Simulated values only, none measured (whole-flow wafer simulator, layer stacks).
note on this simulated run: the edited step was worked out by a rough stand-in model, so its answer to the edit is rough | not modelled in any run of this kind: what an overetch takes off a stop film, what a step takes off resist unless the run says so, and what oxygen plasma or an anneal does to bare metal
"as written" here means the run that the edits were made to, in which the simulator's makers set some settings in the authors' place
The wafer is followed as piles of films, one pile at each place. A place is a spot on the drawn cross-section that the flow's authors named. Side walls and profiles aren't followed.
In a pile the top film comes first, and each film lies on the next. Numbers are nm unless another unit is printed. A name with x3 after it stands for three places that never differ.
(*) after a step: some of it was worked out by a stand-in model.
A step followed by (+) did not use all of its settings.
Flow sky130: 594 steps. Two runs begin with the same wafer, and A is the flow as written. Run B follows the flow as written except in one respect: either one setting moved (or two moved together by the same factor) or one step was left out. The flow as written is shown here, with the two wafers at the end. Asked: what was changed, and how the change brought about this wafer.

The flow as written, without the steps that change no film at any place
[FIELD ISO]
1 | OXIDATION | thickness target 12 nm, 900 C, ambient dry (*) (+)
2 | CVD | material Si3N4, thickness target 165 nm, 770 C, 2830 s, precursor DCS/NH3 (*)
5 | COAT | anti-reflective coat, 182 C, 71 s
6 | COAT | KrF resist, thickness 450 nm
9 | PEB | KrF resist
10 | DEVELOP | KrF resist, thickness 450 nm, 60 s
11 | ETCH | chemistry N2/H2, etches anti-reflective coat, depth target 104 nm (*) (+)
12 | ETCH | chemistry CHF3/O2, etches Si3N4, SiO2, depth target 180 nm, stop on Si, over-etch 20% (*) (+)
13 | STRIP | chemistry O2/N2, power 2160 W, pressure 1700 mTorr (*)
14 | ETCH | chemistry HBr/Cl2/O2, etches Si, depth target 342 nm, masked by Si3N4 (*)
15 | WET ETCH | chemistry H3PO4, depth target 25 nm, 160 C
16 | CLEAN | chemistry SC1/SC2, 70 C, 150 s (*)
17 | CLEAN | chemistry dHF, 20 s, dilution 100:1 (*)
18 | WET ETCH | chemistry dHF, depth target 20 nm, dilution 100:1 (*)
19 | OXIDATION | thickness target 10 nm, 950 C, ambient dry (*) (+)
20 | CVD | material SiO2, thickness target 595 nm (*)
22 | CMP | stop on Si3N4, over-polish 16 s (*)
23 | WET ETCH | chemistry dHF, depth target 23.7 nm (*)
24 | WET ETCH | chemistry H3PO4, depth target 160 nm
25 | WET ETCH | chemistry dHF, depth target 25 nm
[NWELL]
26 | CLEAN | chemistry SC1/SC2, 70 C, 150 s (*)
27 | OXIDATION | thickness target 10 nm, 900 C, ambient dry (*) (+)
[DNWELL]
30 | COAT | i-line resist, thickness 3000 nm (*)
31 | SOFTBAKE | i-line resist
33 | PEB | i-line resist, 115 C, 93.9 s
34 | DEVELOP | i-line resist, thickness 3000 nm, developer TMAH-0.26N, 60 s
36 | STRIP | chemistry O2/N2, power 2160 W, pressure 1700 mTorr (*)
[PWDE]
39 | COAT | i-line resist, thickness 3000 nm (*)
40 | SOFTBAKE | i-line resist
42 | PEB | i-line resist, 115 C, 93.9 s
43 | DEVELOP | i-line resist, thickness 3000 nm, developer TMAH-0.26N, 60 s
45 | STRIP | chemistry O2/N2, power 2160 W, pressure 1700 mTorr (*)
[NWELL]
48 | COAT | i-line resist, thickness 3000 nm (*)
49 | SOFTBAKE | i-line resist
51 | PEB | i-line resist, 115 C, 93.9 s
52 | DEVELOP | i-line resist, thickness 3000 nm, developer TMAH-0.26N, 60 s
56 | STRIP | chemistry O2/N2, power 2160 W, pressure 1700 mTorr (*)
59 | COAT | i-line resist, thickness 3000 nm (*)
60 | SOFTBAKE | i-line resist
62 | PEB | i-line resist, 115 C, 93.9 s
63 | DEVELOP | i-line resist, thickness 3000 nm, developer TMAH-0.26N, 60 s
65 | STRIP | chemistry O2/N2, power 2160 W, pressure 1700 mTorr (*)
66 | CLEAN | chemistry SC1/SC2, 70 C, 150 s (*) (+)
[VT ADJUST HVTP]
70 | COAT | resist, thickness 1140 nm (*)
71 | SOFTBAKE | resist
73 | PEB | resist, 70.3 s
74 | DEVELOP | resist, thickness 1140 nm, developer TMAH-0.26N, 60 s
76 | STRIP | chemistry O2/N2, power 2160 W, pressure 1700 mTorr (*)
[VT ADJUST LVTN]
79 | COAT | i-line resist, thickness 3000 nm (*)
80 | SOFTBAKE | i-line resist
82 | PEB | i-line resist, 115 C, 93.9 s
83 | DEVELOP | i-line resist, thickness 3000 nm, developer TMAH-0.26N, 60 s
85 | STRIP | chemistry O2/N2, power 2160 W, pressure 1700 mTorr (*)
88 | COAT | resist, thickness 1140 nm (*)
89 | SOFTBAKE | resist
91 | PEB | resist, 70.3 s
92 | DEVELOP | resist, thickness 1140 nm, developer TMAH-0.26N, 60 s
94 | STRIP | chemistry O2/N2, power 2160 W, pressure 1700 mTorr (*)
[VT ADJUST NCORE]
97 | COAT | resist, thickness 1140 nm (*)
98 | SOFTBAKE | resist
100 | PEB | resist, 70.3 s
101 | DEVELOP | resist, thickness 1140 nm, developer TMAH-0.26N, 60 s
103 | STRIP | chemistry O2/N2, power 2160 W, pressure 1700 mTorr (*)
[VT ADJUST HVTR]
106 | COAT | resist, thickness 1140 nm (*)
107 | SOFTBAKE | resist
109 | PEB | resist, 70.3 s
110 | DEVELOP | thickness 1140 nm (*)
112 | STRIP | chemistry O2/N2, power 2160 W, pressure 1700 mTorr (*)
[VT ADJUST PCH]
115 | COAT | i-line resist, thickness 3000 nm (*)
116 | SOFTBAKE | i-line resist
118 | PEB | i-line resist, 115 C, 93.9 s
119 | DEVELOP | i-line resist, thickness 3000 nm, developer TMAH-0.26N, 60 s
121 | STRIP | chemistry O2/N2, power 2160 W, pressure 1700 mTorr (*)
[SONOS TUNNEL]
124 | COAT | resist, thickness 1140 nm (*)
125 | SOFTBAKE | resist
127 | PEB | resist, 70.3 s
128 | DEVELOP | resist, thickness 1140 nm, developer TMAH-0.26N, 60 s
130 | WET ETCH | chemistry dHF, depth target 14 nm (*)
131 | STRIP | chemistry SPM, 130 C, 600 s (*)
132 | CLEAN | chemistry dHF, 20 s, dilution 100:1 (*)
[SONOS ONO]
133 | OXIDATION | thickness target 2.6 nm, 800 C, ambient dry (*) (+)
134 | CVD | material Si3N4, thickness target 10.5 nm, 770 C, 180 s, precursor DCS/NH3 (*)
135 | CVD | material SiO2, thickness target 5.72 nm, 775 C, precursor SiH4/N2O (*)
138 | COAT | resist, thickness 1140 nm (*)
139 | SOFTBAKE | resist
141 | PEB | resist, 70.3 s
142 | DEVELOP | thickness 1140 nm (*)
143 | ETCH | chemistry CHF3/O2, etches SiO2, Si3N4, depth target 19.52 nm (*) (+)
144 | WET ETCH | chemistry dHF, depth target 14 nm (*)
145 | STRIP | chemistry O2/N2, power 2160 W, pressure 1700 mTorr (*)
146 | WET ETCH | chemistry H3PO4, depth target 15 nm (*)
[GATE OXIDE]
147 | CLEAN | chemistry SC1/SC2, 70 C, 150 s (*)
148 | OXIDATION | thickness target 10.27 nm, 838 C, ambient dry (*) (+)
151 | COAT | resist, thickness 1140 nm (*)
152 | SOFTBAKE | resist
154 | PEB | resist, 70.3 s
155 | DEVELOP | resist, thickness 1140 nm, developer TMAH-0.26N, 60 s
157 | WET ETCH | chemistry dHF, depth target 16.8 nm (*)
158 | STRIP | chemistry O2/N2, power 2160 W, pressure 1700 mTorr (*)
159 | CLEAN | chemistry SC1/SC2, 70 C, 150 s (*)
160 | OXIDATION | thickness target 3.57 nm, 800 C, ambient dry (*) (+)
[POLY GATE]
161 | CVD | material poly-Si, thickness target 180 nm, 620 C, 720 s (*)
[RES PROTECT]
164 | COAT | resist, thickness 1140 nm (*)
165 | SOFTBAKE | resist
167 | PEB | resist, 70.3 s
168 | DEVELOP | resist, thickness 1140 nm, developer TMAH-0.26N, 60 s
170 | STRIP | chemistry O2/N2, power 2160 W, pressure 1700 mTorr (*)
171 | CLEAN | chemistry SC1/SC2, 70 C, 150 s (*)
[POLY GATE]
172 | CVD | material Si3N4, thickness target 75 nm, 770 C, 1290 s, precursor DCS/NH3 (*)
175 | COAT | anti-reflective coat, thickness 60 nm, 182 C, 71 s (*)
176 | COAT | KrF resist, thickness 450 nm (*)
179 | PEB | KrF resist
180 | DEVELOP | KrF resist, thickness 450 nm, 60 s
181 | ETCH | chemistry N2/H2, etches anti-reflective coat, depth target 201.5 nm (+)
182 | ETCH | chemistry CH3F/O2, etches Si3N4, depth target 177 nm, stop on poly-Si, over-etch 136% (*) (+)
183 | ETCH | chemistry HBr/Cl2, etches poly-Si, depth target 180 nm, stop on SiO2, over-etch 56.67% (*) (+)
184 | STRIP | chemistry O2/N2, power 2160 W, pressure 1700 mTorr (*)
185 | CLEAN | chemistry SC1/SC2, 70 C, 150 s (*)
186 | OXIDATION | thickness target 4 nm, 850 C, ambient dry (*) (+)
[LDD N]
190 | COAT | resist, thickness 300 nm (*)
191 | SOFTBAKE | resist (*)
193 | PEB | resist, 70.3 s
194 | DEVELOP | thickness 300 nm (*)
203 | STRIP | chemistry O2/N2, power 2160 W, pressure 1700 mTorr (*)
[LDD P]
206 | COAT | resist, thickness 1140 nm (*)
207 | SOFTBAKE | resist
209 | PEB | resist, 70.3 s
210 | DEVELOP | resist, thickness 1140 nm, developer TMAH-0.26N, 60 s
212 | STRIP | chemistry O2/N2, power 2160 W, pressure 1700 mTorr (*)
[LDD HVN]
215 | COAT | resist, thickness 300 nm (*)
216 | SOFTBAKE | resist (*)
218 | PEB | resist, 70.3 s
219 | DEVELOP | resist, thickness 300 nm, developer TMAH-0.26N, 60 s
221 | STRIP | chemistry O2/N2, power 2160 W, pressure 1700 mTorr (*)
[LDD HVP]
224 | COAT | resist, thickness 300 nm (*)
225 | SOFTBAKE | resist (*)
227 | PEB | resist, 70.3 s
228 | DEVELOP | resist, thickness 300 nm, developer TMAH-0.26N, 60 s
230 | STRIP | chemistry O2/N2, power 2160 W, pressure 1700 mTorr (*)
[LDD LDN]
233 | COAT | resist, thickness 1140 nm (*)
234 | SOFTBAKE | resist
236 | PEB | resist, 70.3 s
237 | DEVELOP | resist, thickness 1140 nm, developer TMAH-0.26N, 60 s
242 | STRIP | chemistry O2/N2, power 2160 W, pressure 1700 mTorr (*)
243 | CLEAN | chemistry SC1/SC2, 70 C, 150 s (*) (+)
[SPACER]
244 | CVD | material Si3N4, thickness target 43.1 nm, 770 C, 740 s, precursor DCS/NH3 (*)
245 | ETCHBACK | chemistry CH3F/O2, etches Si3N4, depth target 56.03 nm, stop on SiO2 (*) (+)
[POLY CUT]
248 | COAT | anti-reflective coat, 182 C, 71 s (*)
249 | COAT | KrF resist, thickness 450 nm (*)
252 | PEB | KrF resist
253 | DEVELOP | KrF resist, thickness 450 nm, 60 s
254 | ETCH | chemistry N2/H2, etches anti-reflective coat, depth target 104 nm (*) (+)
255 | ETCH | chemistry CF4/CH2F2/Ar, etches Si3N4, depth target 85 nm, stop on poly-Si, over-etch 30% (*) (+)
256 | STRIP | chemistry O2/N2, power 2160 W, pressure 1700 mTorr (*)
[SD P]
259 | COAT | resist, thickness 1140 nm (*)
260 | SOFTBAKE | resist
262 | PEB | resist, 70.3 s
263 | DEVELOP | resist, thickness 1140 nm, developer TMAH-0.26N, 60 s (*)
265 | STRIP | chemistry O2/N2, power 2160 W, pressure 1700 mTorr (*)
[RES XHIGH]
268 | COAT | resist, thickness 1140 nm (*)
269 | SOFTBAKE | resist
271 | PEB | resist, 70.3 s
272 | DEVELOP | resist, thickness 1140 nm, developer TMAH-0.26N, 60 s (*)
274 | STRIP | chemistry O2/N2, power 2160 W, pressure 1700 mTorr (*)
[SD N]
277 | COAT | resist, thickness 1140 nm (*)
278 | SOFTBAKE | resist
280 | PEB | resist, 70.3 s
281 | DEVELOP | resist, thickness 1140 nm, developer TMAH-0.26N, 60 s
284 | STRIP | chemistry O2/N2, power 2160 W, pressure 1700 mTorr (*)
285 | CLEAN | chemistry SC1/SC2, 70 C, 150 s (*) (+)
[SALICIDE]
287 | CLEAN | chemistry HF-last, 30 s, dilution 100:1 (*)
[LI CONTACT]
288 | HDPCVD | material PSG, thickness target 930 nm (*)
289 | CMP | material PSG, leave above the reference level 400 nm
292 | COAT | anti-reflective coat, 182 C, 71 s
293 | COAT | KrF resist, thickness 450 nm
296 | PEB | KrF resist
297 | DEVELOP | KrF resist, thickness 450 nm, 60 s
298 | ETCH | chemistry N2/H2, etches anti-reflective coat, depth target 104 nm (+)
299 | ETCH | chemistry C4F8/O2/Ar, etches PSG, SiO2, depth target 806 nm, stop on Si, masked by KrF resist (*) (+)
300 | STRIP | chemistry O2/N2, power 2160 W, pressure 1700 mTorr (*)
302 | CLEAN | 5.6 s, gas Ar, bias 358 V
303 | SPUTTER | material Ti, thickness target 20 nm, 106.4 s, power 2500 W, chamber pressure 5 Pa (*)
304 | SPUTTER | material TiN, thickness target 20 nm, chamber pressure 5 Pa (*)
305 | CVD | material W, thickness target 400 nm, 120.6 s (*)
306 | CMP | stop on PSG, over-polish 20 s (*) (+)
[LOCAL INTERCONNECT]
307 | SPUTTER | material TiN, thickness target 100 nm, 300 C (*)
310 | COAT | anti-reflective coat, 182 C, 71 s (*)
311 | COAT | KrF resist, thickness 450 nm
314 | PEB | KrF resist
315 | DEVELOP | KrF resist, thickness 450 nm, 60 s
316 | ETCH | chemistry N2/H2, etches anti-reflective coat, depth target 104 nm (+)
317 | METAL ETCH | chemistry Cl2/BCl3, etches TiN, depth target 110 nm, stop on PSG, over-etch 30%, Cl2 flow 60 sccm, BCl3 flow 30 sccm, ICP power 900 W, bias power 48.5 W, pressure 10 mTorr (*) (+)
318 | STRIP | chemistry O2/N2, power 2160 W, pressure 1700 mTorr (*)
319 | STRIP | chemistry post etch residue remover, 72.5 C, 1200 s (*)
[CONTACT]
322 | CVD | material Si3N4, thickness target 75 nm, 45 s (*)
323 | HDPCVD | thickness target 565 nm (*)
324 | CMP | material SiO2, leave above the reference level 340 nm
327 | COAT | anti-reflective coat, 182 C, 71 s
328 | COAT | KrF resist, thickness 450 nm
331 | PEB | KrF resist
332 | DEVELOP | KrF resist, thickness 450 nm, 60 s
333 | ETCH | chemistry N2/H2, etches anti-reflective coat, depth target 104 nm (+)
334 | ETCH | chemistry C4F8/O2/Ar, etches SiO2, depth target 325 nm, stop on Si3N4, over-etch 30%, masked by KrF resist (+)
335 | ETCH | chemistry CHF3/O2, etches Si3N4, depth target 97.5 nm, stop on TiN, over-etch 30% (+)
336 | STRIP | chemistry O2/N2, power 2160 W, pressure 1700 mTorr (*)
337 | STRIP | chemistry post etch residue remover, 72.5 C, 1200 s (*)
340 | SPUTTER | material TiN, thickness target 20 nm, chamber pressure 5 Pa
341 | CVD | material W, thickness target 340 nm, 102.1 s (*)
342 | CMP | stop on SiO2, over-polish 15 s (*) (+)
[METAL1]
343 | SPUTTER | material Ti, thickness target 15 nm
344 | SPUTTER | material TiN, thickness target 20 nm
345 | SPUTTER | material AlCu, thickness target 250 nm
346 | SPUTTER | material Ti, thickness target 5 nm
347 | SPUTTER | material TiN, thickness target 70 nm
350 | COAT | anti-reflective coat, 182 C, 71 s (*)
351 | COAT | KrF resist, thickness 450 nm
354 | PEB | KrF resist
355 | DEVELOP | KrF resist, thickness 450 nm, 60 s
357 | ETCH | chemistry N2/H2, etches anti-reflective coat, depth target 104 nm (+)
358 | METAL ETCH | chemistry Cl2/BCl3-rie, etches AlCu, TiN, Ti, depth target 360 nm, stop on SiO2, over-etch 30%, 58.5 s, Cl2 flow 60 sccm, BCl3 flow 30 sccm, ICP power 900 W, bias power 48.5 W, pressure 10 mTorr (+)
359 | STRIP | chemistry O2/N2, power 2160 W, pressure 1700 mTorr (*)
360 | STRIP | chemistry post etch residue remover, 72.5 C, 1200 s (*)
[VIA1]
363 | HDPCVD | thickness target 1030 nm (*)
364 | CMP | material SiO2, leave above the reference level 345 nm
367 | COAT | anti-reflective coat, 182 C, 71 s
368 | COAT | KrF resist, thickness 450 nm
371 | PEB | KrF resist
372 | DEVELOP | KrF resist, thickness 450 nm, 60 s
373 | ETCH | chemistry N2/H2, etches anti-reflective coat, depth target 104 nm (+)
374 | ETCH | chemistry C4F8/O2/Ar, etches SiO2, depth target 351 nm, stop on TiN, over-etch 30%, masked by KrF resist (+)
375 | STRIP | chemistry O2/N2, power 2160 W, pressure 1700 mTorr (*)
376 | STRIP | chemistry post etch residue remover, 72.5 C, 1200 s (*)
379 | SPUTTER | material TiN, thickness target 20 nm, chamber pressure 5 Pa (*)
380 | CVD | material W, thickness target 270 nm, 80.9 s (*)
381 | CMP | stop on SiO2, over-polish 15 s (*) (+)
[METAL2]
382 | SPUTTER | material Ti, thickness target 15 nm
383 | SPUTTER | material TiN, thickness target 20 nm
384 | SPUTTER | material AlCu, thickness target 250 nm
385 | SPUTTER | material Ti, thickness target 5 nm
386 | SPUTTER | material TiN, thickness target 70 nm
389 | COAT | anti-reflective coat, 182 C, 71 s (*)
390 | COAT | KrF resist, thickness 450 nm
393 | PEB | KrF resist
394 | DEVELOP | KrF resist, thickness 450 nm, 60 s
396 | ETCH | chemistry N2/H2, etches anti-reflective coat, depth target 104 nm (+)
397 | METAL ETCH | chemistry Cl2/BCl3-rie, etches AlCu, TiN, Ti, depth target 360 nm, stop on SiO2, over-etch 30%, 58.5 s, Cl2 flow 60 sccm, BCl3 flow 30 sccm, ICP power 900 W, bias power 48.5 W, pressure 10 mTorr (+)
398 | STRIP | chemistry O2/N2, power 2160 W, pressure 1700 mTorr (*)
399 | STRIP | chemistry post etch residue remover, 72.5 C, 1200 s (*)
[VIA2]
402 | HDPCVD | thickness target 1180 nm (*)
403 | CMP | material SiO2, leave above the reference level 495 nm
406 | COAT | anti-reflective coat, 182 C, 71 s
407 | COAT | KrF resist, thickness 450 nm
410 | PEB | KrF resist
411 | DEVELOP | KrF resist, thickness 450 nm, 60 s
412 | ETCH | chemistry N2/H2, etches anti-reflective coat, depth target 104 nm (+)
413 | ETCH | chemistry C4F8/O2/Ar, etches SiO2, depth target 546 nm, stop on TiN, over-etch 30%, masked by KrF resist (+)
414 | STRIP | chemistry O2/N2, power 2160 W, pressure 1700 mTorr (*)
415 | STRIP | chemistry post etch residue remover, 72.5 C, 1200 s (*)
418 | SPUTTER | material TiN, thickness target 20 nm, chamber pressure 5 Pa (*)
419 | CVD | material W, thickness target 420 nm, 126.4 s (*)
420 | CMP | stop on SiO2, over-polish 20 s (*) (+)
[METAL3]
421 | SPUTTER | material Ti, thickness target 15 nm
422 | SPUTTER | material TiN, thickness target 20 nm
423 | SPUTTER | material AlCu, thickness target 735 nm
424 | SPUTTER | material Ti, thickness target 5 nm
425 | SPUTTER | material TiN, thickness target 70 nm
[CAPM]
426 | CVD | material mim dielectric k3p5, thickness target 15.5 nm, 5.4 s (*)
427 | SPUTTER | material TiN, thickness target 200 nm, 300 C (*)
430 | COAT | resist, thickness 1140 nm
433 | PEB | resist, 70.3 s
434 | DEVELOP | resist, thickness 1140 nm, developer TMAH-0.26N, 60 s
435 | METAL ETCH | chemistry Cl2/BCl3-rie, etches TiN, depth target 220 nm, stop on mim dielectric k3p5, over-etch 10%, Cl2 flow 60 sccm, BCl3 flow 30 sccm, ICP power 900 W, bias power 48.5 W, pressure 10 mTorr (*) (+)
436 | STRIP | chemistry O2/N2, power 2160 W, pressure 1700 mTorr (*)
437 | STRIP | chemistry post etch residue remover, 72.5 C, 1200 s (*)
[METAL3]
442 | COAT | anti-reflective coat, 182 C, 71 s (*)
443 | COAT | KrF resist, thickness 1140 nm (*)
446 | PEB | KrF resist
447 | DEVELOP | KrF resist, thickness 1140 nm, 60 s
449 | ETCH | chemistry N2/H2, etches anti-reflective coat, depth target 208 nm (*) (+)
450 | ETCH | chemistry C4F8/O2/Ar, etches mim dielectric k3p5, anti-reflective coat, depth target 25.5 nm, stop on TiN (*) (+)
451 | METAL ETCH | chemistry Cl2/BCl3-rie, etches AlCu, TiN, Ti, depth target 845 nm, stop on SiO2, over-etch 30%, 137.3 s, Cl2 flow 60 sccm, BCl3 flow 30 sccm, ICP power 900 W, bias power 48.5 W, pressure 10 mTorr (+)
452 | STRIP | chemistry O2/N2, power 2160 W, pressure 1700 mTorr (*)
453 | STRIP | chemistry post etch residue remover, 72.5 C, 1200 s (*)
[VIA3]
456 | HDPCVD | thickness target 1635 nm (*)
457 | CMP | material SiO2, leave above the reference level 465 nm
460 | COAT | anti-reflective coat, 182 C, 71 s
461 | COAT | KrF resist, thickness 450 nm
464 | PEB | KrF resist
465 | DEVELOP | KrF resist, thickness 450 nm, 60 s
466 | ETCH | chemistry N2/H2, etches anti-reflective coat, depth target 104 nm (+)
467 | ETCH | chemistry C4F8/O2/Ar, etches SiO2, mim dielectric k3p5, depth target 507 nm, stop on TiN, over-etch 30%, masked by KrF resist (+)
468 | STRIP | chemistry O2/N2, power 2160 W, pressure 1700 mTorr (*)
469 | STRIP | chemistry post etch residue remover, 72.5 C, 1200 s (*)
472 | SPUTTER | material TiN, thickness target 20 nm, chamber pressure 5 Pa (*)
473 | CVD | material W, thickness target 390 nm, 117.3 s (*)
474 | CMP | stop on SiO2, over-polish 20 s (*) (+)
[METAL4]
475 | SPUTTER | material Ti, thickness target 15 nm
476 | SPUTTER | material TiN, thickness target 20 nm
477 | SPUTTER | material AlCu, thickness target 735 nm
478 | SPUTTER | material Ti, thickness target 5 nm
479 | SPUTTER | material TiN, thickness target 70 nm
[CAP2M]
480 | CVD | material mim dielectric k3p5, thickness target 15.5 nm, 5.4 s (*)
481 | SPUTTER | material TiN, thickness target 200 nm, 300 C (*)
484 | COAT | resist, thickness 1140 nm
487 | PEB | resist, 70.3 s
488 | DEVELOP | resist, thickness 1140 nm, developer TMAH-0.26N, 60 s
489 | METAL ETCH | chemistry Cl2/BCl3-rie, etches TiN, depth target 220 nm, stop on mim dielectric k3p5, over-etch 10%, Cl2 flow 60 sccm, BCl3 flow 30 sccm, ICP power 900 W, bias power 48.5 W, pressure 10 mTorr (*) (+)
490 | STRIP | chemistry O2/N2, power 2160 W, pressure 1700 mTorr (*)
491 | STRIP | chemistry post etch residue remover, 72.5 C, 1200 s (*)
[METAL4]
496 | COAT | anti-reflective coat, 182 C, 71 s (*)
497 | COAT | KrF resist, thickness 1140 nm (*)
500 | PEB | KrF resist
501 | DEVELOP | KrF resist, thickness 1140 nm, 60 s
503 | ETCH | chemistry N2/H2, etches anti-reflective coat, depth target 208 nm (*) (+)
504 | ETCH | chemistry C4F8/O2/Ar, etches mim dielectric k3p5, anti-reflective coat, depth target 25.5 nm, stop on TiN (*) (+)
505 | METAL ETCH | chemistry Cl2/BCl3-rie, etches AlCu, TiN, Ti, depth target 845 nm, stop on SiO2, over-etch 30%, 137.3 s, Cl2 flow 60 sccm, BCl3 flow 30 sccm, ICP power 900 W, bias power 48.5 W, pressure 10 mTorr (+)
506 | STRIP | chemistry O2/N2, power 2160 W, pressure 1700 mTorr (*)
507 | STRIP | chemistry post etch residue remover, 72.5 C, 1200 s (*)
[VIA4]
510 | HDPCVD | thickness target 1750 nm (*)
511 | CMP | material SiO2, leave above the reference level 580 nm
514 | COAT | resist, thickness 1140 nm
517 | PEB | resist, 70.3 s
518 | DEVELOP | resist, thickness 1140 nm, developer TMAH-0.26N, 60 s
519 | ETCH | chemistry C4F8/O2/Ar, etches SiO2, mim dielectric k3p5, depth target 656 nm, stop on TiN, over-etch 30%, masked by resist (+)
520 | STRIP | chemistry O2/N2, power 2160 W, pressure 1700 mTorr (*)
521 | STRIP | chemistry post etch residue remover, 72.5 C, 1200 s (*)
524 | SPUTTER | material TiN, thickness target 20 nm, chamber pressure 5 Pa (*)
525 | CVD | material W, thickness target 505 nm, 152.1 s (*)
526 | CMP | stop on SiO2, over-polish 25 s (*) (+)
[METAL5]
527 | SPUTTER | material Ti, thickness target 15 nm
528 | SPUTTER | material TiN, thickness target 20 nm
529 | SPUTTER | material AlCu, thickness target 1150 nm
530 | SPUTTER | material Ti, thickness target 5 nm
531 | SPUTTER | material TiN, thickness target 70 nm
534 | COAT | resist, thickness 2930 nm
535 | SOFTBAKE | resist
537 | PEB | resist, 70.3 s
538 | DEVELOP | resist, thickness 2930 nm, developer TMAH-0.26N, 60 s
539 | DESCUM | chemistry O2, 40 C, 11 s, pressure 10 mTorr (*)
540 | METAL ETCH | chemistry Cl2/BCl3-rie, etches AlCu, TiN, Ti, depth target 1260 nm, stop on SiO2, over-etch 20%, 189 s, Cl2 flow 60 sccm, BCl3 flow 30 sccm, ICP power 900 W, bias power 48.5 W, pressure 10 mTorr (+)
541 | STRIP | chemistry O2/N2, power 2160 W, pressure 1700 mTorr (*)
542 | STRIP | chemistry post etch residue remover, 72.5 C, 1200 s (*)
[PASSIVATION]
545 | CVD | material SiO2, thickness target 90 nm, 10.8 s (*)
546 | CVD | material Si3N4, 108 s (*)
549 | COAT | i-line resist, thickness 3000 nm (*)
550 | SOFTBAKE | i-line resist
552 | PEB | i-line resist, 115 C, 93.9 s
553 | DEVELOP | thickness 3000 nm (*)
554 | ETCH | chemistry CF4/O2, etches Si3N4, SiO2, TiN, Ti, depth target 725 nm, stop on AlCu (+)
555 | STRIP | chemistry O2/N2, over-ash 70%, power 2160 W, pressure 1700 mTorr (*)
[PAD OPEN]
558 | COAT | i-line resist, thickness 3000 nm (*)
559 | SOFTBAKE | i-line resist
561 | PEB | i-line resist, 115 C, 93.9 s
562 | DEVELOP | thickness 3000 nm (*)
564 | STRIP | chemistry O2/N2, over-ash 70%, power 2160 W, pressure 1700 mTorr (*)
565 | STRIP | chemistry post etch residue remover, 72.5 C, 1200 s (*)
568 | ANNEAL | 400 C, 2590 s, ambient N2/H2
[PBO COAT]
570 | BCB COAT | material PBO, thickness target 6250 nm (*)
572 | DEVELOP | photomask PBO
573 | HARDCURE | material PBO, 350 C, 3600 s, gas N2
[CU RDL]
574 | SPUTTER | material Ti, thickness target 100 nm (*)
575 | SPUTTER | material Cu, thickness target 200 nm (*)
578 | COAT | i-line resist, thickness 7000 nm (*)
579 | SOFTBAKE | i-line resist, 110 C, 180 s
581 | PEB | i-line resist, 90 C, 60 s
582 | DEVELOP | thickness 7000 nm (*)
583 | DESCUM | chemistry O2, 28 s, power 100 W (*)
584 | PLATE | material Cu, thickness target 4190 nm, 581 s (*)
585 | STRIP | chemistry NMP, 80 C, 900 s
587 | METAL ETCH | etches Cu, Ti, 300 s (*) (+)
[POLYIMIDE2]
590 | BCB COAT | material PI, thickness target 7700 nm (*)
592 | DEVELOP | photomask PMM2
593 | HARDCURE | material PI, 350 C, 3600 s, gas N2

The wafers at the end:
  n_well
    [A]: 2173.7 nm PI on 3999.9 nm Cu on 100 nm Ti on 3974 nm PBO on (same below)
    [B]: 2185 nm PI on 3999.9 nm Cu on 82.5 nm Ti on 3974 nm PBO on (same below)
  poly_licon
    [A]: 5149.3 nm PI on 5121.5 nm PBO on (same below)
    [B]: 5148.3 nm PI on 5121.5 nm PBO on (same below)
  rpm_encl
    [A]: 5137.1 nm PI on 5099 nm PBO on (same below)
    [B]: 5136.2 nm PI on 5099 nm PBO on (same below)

What caused this: step 574, SPUTTER: thickness target 82.5 nm was run, while the flow as written has thickness target 100 nm.
The wafer itself shows it: n_well has Ti 82.5, and step 574 as written asks for 100 nm.

Step by step, how the change led to this:
  574 | SPUTTER | material Ti, thickness target 100 nm (*)
      field, active, n_well and 190 more: A Ti gains 100 (new film) | B Ti gains 82.5 (new film)
  587 | METAL ETCH | etches Cu, Ti, 300 s (*) (+)
      field, active, gate and 167 more: A Cu loses 200 (all of it), Ti loses 100 (all of it) | B Cu loses 200 (all of it), Ti loses 82.5 (all of it)
  590 | BCB COAT | material PI, thickness target 7700 nm (*)
      de16_gate_nw: A PI gains 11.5 um (new film) | B PI gains 11.49 um (new film)
